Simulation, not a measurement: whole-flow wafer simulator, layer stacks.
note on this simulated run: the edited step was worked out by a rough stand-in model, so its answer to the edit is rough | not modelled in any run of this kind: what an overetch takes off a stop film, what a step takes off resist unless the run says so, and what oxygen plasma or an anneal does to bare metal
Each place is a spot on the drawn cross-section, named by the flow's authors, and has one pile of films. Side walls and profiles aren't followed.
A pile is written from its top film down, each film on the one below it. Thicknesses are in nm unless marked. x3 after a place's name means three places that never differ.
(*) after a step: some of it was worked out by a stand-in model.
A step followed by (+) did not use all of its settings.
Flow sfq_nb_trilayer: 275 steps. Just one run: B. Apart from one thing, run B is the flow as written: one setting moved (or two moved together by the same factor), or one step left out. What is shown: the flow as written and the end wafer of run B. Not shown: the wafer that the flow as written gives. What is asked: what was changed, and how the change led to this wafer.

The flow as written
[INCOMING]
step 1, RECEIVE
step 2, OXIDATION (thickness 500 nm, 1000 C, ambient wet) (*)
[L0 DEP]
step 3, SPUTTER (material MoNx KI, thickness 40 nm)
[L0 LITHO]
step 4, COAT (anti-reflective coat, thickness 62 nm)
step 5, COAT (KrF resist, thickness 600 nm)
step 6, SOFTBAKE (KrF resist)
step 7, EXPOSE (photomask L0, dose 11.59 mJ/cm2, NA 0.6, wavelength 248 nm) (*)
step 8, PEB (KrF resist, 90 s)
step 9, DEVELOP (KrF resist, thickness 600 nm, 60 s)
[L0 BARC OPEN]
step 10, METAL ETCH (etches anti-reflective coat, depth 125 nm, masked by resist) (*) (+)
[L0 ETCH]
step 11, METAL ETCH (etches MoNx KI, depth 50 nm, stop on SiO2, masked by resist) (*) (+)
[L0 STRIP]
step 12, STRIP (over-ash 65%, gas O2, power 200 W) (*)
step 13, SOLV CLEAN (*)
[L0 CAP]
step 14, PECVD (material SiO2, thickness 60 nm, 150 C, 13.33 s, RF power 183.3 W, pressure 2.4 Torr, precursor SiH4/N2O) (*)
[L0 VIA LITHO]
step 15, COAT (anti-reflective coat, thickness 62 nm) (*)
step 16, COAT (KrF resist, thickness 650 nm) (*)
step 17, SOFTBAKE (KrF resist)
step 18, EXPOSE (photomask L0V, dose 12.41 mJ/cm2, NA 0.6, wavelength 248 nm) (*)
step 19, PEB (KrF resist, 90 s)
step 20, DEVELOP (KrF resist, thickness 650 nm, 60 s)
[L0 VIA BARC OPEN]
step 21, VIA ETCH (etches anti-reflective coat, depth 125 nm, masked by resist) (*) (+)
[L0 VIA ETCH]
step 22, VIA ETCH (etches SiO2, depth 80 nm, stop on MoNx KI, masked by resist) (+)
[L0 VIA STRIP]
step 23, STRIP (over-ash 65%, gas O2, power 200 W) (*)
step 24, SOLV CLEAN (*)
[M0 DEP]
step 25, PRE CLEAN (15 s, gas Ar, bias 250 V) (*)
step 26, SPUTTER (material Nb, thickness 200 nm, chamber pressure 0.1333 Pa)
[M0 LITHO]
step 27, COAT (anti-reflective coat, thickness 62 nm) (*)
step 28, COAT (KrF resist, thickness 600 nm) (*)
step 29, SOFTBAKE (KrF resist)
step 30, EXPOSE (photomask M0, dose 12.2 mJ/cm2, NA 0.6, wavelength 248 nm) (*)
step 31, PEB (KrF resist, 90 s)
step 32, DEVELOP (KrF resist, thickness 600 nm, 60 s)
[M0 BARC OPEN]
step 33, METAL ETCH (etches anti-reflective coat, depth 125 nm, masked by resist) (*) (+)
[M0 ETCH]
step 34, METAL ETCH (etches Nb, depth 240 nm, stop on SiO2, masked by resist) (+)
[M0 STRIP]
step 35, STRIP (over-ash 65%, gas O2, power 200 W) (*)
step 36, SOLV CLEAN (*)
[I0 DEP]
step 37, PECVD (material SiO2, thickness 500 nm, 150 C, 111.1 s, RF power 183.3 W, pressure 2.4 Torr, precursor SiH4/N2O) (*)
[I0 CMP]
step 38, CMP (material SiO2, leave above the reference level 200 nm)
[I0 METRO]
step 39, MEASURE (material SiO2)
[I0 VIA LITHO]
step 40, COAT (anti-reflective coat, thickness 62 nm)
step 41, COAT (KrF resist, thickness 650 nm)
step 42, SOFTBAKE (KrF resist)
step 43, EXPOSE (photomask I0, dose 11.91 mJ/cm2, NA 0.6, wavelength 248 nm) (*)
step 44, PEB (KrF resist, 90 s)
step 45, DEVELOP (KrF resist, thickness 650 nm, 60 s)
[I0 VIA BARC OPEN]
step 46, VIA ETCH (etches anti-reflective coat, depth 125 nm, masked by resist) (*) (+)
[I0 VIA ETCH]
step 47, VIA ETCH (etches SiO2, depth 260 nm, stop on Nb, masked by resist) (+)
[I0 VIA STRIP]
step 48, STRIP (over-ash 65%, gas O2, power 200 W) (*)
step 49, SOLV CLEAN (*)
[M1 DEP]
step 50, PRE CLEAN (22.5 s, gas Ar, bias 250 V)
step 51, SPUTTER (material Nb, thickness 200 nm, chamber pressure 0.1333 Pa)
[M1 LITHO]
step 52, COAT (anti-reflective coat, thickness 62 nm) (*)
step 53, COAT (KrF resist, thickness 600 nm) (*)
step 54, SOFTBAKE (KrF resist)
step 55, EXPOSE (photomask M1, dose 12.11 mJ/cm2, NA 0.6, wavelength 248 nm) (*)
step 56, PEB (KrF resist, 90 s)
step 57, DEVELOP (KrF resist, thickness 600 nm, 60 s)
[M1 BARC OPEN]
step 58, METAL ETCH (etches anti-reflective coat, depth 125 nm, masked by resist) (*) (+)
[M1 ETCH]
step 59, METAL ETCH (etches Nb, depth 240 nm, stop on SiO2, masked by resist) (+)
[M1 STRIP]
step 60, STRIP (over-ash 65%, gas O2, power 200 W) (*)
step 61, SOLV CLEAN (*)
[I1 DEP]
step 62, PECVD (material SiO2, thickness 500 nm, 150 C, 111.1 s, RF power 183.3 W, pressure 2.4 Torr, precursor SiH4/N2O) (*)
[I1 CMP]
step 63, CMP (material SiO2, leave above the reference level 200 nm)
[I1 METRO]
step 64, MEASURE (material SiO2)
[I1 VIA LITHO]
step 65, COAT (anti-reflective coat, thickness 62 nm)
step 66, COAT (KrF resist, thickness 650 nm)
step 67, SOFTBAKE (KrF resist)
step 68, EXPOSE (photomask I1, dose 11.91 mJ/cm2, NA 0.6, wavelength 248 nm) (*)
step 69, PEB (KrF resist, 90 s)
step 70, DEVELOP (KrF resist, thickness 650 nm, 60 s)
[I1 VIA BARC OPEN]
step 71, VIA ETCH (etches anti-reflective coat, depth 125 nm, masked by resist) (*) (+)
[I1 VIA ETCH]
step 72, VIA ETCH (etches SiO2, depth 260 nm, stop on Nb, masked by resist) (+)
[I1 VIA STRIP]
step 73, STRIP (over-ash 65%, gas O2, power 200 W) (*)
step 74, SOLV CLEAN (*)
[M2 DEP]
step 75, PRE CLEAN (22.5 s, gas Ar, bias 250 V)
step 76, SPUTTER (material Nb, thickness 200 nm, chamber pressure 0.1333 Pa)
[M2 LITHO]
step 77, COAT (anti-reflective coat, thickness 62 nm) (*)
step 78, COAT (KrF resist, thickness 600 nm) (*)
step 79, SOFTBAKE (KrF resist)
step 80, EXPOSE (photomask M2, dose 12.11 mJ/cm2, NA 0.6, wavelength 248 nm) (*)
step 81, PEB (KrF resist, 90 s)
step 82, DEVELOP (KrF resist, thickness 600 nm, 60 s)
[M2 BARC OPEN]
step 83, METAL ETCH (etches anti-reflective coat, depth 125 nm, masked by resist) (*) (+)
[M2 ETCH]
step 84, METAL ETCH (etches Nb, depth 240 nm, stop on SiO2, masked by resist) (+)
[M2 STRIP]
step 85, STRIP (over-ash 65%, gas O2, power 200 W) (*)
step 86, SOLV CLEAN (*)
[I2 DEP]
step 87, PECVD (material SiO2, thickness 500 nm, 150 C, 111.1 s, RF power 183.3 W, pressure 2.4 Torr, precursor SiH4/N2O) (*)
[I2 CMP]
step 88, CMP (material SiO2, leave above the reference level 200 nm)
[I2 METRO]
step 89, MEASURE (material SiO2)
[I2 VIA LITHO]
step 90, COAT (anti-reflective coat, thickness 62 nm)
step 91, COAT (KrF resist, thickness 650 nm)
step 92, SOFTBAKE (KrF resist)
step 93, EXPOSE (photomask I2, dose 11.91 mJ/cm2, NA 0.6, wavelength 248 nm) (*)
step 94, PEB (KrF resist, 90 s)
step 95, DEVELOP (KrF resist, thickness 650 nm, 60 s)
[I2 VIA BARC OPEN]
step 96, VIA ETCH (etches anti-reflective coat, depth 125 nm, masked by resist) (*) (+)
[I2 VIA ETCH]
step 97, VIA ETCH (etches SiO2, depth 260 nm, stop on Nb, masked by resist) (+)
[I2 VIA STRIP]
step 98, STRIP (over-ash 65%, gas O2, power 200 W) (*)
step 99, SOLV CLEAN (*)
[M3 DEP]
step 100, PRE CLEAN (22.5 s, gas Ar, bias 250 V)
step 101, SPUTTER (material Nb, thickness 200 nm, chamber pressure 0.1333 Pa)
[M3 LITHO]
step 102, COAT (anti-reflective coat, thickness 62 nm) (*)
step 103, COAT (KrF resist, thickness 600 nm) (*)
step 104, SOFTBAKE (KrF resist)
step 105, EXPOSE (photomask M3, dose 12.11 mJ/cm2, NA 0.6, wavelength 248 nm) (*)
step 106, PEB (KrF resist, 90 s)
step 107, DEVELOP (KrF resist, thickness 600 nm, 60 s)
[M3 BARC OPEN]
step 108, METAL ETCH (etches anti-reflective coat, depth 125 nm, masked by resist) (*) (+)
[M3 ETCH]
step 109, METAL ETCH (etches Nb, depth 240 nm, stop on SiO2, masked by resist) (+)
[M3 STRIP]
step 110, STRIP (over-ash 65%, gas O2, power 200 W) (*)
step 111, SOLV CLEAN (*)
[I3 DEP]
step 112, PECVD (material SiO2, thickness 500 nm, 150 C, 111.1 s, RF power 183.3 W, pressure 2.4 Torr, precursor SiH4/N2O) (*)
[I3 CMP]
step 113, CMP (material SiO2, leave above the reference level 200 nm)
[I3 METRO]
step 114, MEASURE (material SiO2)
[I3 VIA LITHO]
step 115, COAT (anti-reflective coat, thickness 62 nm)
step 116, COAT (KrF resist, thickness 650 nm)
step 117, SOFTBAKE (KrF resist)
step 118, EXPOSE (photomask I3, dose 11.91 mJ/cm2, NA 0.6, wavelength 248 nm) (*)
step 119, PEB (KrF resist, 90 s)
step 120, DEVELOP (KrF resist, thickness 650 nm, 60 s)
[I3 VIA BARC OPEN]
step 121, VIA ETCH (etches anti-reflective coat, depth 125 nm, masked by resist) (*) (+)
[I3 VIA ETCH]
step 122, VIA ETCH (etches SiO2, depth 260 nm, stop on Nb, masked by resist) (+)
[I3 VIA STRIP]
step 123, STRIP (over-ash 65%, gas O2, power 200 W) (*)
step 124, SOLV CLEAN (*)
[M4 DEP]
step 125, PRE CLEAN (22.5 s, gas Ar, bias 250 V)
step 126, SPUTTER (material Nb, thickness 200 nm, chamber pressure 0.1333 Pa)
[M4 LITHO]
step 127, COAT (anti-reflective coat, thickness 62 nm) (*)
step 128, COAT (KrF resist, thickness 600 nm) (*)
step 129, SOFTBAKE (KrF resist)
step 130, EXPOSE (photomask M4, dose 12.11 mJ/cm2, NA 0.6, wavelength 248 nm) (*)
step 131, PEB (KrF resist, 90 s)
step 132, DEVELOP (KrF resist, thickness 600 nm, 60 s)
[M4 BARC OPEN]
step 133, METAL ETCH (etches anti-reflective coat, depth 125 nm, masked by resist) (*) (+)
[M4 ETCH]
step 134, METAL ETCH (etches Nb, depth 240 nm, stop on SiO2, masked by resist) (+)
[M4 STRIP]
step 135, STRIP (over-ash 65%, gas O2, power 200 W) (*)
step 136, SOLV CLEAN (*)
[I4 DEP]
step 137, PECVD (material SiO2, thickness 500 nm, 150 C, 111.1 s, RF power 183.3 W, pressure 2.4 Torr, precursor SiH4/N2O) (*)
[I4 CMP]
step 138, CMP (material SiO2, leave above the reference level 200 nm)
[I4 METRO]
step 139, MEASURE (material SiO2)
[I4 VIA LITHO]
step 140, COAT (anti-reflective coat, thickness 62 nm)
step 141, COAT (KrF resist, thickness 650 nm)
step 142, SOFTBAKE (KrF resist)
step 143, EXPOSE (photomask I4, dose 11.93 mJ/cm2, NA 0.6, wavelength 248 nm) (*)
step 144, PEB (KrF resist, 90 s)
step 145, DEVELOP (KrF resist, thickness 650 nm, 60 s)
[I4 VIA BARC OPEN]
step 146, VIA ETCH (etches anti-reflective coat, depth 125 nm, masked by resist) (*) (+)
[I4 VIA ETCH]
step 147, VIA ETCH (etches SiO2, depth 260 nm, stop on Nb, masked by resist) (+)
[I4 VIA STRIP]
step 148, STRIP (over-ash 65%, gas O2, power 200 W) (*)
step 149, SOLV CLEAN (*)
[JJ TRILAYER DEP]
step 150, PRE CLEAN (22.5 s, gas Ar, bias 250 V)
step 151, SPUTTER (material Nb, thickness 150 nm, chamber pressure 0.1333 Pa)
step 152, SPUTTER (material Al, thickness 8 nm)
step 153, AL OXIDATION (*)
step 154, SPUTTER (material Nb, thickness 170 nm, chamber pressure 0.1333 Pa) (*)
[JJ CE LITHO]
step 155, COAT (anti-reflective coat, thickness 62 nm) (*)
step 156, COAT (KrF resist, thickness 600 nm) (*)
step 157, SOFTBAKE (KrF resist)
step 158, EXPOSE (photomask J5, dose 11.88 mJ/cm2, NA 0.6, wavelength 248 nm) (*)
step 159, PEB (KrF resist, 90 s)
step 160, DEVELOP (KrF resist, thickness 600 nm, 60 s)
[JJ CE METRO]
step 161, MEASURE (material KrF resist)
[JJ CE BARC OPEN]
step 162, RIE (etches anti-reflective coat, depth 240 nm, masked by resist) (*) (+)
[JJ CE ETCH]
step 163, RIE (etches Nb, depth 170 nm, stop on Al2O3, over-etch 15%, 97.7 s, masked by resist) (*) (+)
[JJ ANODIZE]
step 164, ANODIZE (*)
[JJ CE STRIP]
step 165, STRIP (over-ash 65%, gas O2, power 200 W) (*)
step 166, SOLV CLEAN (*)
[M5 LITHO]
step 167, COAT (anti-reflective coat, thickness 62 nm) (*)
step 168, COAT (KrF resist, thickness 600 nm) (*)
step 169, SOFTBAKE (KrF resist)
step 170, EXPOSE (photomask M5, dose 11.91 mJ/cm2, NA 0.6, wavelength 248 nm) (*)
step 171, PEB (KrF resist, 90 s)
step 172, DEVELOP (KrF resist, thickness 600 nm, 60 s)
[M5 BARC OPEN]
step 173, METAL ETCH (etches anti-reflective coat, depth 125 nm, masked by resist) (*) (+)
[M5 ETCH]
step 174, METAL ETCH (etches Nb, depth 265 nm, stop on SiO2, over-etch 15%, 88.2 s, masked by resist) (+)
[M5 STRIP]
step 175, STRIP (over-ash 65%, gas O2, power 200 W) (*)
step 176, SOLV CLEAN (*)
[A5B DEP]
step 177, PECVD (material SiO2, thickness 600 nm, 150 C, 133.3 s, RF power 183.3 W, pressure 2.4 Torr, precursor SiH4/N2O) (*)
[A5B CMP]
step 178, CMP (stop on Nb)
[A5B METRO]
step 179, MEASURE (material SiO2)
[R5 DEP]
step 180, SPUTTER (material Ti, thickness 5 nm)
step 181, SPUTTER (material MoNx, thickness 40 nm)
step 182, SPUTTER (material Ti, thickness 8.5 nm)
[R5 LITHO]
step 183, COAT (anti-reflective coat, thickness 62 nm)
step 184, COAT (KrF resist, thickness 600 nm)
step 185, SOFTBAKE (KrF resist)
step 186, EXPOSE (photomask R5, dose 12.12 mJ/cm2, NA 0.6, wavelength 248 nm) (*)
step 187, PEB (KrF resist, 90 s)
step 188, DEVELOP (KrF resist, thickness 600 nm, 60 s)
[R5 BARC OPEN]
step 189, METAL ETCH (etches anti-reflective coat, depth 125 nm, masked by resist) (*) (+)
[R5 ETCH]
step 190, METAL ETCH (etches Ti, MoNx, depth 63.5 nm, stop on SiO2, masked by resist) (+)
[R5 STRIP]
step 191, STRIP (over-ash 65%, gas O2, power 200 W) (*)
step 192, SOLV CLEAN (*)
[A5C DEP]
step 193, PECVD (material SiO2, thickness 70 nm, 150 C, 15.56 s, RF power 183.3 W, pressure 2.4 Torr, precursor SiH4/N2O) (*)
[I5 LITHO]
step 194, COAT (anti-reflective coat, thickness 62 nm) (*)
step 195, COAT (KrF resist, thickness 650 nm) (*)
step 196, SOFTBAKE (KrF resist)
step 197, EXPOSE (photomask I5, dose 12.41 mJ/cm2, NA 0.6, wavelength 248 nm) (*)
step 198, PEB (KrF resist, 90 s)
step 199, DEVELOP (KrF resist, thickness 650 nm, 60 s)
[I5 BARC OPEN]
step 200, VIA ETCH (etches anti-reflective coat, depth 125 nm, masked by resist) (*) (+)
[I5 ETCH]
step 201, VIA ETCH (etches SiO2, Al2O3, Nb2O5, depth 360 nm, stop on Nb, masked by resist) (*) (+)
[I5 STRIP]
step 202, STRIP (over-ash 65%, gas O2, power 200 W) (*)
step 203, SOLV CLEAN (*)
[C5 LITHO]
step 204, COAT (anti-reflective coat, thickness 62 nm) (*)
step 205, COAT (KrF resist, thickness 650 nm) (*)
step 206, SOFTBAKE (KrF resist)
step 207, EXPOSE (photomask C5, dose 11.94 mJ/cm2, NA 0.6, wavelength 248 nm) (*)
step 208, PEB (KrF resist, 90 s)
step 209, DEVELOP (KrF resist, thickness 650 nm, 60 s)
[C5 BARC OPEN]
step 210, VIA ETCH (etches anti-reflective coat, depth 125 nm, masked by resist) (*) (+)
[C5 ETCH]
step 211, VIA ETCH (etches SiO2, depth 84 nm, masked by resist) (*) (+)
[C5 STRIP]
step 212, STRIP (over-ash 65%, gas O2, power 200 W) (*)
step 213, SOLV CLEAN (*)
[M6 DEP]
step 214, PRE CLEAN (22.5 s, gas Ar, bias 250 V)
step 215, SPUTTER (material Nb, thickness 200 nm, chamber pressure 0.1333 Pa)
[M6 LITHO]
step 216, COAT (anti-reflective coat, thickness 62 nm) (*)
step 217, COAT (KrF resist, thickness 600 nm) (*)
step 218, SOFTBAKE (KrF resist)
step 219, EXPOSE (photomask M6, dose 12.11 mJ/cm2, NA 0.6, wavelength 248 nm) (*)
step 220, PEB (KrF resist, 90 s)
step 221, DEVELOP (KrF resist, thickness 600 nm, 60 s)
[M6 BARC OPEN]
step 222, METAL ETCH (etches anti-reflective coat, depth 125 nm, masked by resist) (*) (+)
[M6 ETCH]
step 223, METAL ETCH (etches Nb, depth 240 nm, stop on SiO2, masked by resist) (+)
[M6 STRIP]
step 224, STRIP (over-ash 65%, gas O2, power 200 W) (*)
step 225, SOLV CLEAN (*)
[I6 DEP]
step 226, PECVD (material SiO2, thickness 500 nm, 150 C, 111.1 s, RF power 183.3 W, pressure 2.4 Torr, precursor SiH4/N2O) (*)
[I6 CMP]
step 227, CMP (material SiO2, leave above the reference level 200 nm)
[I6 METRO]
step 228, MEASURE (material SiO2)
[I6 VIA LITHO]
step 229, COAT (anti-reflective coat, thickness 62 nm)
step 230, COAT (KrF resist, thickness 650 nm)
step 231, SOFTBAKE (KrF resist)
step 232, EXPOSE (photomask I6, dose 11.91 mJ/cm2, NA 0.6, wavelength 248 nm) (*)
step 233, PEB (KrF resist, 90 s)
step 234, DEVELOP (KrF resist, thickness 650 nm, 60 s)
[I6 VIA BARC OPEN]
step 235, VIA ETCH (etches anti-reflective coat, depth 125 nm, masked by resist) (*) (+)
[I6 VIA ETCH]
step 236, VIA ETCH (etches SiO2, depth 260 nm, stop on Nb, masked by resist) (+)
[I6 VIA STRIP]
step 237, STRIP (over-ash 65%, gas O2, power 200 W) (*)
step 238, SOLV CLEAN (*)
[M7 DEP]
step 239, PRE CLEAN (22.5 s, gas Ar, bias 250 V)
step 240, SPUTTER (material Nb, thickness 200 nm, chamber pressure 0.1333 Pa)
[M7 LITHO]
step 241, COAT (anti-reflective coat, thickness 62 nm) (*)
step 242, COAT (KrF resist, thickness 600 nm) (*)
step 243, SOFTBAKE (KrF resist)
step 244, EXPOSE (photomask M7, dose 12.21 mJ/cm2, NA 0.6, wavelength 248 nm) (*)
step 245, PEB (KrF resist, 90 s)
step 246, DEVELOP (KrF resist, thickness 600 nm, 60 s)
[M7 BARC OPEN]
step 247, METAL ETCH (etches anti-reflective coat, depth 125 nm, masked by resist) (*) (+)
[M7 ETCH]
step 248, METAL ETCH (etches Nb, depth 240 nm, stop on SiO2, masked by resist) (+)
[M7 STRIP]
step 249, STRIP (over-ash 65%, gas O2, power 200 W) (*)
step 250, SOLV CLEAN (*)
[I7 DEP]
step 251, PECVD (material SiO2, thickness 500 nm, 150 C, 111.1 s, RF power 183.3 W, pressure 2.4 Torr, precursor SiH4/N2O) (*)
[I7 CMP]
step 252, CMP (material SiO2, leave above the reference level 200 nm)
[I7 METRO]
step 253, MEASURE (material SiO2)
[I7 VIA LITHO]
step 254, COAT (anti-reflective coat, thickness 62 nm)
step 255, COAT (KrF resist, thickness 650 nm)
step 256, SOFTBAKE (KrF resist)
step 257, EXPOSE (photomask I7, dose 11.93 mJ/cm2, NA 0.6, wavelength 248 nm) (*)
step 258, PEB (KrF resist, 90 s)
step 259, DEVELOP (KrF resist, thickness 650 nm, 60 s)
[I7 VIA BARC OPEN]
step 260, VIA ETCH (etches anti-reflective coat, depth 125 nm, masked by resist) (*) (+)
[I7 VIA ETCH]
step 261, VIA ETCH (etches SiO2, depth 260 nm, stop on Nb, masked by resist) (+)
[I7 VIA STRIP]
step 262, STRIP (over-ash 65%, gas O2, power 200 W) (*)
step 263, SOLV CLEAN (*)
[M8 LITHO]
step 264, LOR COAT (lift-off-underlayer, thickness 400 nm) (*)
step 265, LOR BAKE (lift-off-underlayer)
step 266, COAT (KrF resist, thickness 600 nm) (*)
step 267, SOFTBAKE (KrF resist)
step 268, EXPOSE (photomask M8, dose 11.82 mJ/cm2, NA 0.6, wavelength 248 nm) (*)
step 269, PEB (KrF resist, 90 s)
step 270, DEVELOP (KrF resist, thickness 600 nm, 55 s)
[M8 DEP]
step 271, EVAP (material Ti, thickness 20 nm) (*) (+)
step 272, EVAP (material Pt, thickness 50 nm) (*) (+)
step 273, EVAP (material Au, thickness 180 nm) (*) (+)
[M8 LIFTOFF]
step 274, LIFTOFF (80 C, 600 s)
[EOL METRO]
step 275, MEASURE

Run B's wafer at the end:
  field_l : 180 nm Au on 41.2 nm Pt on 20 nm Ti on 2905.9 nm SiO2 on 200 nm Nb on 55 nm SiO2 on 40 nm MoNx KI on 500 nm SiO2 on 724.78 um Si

The reason: step 272, EVAP: thickness 41.2 nm was run, though the flow has thickness 50 nm.
The wafer lets one read it off: field_l has Pt 41.2, and step 272 as written asks for 50 nm.

The path from the change to this, step by step:
  step 272, EVAP (material Pt, thickness 50 nm) (*) (+)
      field_l, v_sur, via_wl and 103 more: Pt gains 41.2 (new film) (as written it would have been: Pt gains 50 (new film))
  step 274, LIFTOFF (80 C, 600 s)
      p4_fl, p4_fm, p4_w1 and 71 more: Au loses 180 (all of it), Pt loses 41.2 (all of it), Ti loses 20 (all of it), KrF resist loses 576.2 (all of it), lift-off-underlayer loses 400 (all of it) (as written it would have been: Au loses 180 (all of it), Pt loses 50 (all of it), Ti loses 20 (all of it), KrF resist loses 576.2 (all of it), lift-off-underlayer loses 400 (all of it))
      c5j, ce_r: Au loses 180 (all of it), Pt loses 41.2 (all of it), Ti loses 20 (all of it), KrF resist loses 573.3 (all of it), lift-off-underlayer loses 399.3 (all of it) (as written it would have been: Au loses 180 (all of it), Pt loses 50 (all of it), Ti loses 20 (all of it), KrF resist loses 573.3 (all of it), lift-off-underlayer loses 399.3 (all of it))
      (also at 19 further places)
